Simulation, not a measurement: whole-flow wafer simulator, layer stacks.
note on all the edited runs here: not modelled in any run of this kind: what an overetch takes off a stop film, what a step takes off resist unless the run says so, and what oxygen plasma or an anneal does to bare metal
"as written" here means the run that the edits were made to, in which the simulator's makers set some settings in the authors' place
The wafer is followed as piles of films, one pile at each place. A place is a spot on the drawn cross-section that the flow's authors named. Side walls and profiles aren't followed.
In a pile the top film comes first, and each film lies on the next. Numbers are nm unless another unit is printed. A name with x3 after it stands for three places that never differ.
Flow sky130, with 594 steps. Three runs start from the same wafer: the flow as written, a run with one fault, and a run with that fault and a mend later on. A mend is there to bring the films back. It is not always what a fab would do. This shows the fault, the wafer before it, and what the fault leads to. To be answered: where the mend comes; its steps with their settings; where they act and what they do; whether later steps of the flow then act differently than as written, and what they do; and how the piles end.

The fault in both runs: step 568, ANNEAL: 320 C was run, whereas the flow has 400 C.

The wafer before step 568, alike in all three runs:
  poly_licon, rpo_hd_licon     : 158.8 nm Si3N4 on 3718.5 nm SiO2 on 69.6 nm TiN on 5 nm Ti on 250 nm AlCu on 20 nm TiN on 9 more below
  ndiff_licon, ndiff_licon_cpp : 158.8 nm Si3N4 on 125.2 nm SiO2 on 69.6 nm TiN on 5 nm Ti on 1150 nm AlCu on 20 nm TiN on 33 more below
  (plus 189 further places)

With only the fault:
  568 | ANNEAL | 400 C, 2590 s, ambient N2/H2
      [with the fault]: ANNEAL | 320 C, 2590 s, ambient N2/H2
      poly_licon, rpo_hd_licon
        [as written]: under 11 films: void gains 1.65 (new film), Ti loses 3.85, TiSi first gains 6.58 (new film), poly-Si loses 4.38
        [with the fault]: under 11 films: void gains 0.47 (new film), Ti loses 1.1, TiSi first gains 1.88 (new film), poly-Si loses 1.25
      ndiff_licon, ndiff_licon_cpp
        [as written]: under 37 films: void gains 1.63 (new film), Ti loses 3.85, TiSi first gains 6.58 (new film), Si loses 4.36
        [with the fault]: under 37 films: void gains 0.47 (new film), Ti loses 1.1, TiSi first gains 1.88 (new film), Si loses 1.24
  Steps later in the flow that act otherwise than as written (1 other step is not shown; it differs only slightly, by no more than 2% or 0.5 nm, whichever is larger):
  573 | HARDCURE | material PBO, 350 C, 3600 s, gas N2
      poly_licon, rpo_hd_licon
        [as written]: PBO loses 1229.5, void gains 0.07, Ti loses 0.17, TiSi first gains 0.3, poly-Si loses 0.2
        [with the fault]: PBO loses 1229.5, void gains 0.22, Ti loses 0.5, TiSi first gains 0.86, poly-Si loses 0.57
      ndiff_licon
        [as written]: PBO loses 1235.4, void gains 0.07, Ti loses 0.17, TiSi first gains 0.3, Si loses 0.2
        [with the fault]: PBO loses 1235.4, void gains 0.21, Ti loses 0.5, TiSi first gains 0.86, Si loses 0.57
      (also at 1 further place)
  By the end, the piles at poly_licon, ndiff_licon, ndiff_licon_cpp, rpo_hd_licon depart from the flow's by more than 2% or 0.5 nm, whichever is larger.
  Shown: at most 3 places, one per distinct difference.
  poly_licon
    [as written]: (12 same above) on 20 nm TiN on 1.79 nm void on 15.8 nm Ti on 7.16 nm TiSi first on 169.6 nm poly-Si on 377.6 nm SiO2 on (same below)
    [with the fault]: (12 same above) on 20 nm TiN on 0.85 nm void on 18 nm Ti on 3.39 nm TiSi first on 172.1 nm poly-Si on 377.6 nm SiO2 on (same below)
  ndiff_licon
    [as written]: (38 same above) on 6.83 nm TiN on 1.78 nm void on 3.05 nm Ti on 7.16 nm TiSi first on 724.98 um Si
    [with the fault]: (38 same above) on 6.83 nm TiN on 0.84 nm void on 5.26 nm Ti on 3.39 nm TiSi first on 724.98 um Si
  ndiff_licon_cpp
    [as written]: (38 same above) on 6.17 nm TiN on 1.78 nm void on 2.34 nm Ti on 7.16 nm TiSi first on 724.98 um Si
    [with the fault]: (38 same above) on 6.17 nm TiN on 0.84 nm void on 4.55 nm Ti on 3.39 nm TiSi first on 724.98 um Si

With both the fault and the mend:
  The mend stands after step 568.
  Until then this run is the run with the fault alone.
  568a | ANNEAL | 400 C, 2590 s, ambient N2/H2 (the flow's step 568, run once more)
      poly_licon, rpo_hd_licon
        under 11 films: void gains 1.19, Ti loses 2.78, TiSi first gains 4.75, poly-Si loses 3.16
      ndiff_licon, ndiff_licon_cpp
        under 37 films: void gains 1.18, Ti loses 2.78, TiSi first gains 4.75, Si loses 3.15
  None of the later steps of the flow differs from how it acts as written, at any place that is followed, by more than 2% or 0.5 nm, whichever is larger.
  The piles end only slightly different from the flow's at the places that both follow, by no more than 2% or 0.5 nm, whichever is larger.
